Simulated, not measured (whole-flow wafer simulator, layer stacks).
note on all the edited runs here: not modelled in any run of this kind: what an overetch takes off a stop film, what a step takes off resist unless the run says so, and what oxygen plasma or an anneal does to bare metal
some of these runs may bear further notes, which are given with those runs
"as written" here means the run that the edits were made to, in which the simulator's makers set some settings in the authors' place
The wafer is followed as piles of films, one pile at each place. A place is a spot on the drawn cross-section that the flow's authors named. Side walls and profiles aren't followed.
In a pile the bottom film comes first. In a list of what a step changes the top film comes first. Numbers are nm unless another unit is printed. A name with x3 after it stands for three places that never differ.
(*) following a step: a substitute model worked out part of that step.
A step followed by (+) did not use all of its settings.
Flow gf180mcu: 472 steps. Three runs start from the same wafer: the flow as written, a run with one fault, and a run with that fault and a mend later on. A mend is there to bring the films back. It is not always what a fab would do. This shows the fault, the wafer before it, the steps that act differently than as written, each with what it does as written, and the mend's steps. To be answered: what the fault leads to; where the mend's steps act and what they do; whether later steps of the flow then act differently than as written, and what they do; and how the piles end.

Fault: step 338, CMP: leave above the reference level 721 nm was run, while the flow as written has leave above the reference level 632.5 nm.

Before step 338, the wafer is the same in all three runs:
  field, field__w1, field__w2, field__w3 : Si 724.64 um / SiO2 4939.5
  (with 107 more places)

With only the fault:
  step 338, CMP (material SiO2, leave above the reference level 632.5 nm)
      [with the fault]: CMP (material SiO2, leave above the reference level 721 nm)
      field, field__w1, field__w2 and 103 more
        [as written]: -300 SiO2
        [with the fault]: -211.5 SiO2
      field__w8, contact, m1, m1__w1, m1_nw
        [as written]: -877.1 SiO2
        [with the fault]: -788.6 SiO2
  Later steps of the flow acting differently than as written (not shown: 2 more steps that differ only slightly, by at most 2% or 0.5 nm, whichever is larger):
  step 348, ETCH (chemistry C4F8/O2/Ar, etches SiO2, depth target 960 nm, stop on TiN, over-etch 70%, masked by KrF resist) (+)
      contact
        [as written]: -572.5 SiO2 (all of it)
        [with the fault]: -661 SiO2 (all of it)
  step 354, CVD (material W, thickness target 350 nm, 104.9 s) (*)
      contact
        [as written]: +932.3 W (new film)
        [with the fault]: +1021.6 W (new film)
  At field__w8, contact, m1, m1__w1, m1_nw, the piles at the end differ from the flow's by more than 2% or 0.5 nm, whichever is larger.
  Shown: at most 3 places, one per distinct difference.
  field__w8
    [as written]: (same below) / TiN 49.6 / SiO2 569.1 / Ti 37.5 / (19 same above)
    [with the fault]: (same below) / TiN 49.6 / SiO2 657.6 / Ti 37.5 / (19 same above)
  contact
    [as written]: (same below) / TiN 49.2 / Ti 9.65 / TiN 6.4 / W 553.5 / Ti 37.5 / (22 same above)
    [with the fault]: (same below) / TiN 49.2 / Ti 9.17 / TiN 6.08 / W 642.8 / Ti 37.5 / (22 same above)

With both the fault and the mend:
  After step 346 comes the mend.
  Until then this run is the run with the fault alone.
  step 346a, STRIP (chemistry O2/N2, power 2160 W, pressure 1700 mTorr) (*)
      field, field__w1, field__w2 and 107 more
        -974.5 KrF resist (all of it), -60 anti-reflective coat (all of it)
      contact
        -60 anti-reflective coat (all of it)
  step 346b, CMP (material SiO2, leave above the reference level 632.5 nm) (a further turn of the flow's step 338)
      field, field__w1, field__w2 and 108 more
        -88.5 SiO2
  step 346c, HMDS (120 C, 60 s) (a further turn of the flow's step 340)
      alters no film at any place that is followed
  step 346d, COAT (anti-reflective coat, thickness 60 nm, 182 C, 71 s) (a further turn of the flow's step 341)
      field, field__w1, field__w2 and 108 more
        +60 anti-reflective coat (new film)
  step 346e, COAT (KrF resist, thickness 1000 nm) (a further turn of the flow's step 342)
      field, field__w1, field__w2 and 108 more
        +1000 KrF resist (new film)
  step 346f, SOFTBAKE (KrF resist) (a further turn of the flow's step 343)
      alters no film at any place that is followed
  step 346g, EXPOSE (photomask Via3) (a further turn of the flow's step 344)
      alters no film at any place that is followed
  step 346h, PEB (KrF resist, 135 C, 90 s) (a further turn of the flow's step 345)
      field, field__w1, field__w2 and 108 more
        -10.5 KrF resist
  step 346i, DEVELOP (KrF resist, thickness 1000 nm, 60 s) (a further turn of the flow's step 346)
      field, field__w1, field__w2 and 107 more
        -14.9 KrF resist
      contact
        -989.5 KrF resist (all of it)
  Later steps of the flow that are run all act as written at every place that is followed.
  By the end, the piles equal the flow's at every place that both follow.
